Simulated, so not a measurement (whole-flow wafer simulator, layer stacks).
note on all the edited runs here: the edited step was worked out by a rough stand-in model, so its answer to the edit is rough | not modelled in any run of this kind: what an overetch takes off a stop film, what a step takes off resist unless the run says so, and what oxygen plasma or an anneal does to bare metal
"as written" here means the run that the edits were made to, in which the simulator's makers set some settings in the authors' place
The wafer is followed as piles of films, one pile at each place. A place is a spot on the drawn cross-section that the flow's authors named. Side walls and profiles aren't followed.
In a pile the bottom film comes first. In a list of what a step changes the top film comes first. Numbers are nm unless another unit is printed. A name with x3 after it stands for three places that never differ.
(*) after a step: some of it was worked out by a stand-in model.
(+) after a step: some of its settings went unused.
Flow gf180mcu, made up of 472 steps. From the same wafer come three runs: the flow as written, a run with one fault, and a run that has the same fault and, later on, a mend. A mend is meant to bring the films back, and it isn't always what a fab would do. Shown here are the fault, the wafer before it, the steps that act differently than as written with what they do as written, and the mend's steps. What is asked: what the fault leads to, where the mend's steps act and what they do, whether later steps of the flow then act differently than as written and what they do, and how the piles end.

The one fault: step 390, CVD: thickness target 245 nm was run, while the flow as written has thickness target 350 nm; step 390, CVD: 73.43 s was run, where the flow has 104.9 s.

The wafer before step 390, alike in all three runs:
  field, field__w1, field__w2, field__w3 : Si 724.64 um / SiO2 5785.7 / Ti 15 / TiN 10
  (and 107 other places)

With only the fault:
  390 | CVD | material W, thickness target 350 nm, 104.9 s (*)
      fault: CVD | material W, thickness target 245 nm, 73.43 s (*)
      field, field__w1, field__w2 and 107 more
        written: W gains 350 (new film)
        fault: W gains 245.9 (new film)
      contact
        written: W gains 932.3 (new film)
        fault: W gains 828.2 (new film)
  Steps later in the flow that act otherwise than as written:
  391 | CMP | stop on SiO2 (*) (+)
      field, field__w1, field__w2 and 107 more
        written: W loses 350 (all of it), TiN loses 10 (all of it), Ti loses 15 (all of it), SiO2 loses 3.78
        fault: W loses 245.9 (all of it), TiN loses 10 (all of it), Ti loses 15 (all of it), SiO2 loses 2.73
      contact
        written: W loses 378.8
        fault: W loses 273.6
  At the end the piles are close to the flow's at the places that both follow, differing by at most 2% or 0.5 nm, whichever is larger.

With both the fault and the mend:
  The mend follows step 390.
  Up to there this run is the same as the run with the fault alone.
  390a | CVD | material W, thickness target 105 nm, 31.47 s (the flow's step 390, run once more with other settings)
      field, field__w1, field__w2 and 108 more
        W gains 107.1
  None of the later steps of the flow differs from how it acts as written, at any place that is followed, by more than 2% or 0.5 nm, whichever is larger.
  At the end the piles are close to the flow's at the places that both follow, differing by at most 2% or 0.5 nm, whichever is larger.
